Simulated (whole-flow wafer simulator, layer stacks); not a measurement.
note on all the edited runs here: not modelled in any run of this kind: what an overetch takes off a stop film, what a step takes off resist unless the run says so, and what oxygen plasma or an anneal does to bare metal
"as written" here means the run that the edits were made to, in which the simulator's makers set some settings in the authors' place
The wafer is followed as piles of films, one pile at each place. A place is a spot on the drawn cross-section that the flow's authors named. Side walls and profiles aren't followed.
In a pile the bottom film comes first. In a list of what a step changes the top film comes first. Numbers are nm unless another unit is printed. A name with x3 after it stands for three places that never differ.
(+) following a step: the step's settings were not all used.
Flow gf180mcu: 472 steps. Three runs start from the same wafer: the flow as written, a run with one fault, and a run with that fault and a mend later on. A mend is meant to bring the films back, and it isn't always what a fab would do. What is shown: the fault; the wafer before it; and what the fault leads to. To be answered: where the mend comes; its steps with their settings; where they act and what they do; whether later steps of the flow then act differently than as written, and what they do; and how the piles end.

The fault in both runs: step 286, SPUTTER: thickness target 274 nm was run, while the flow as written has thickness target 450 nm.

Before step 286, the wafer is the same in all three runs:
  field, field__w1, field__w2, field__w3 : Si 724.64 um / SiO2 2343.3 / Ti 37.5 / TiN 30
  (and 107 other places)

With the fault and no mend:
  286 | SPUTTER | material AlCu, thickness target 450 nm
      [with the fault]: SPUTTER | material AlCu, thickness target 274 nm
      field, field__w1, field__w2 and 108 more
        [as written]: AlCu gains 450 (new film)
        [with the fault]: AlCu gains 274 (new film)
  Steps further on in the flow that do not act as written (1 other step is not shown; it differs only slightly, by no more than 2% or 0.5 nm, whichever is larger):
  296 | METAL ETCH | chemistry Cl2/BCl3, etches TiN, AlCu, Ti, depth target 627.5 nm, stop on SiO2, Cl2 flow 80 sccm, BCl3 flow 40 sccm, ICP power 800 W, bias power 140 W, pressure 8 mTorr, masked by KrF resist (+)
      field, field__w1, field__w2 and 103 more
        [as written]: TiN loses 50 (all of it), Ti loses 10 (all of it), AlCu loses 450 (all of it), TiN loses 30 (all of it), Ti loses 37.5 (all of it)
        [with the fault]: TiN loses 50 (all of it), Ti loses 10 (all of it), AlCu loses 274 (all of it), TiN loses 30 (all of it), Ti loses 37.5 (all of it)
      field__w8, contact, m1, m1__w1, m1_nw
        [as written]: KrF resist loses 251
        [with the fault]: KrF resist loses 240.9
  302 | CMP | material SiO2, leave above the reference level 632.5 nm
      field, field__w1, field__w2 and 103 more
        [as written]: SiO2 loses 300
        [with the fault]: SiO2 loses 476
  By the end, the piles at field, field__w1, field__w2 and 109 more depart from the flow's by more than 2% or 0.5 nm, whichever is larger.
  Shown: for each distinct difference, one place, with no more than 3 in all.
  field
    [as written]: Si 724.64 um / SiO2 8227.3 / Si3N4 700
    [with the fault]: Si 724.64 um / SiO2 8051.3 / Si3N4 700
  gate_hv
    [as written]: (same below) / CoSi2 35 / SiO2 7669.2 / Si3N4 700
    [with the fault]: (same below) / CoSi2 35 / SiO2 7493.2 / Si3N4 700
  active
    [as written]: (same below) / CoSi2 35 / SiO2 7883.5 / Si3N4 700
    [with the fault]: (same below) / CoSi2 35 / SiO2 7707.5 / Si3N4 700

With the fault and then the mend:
  The mend stands after step 286.
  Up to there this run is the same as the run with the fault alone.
  286a | SPUTTER | material AlCu, thickness target 176 nm (the flow's step 286, run once more with other settings)
      field, field__w1, field__w2 and 108 more
        AlCu gains 176
  Later steps of the flow that are run all act as written at every place that is followed.
  At every place that both follow, the piles at the end match the flow's.
